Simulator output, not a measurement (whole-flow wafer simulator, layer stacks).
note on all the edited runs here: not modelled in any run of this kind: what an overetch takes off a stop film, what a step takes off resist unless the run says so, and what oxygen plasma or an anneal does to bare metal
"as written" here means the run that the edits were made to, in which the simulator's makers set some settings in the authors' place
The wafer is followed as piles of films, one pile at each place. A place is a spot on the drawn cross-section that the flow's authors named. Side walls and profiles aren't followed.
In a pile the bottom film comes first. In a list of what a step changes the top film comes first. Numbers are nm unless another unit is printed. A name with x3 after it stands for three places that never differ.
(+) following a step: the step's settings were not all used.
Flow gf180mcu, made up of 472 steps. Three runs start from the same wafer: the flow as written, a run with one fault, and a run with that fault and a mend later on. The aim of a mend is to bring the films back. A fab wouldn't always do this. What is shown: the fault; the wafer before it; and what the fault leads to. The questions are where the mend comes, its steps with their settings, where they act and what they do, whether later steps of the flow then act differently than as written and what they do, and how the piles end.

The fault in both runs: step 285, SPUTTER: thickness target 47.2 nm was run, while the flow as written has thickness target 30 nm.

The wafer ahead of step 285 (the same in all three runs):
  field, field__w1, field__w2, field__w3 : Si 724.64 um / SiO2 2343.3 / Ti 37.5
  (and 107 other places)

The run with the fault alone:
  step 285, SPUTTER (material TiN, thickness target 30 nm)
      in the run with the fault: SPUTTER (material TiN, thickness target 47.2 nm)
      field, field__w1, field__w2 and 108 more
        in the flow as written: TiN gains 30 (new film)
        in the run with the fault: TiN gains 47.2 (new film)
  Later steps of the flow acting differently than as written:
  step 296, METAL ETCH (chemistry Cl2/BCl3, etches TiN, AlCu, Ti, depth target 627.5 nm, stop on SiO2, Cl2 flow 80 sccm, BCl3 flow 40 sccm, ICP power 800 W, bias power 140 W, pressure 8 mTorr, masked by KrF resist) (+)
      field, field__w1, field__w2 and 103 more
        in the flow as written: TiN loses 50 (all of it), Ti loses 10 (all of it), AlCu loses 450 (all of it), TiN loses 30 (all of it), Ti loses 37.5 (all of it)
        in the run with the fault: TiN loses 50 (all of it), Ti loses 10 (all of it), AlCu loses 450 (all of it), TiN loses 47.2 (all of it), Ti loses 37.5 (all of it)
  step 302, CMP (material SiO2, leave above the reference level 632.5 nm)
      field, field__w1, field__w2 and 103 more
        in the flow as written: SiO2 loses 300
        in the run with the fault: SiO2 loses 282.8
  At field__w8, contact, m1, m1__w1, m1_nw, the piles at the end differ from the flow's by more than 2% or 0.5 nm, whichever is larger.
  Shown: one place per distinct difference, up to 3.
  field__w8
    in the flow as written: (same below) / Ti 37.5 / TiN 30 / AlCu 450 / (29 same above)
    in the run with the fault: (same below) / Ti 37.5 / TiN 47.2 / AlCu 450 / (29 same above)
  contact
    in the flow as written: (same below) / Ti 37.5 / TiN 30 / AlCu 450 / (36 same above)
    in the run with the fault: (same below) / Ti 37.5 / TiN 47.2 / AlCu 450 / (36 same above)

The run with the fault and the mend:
  The mend follows step 285.
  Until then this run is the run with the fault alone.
  step 285a, METAL ETCH (chemistry Cl2/BCl3, etches TiN, AlCu, Ti, depth target 17.2 nm, Cl2 flow 80 sccm, BCl3 flow 40 sccm, ICP power 800 W, bias power 140 W, pressure 8 mTorr) (the flow's step 260, run once more with other settings)
      field, field__w1, field__w2 and 108 more
        TiN loses 17.2
  None of the later steps of the flow acts differently than as written at any place that is followed.
  By the end, the piles equal the flow's at every place that both follow.
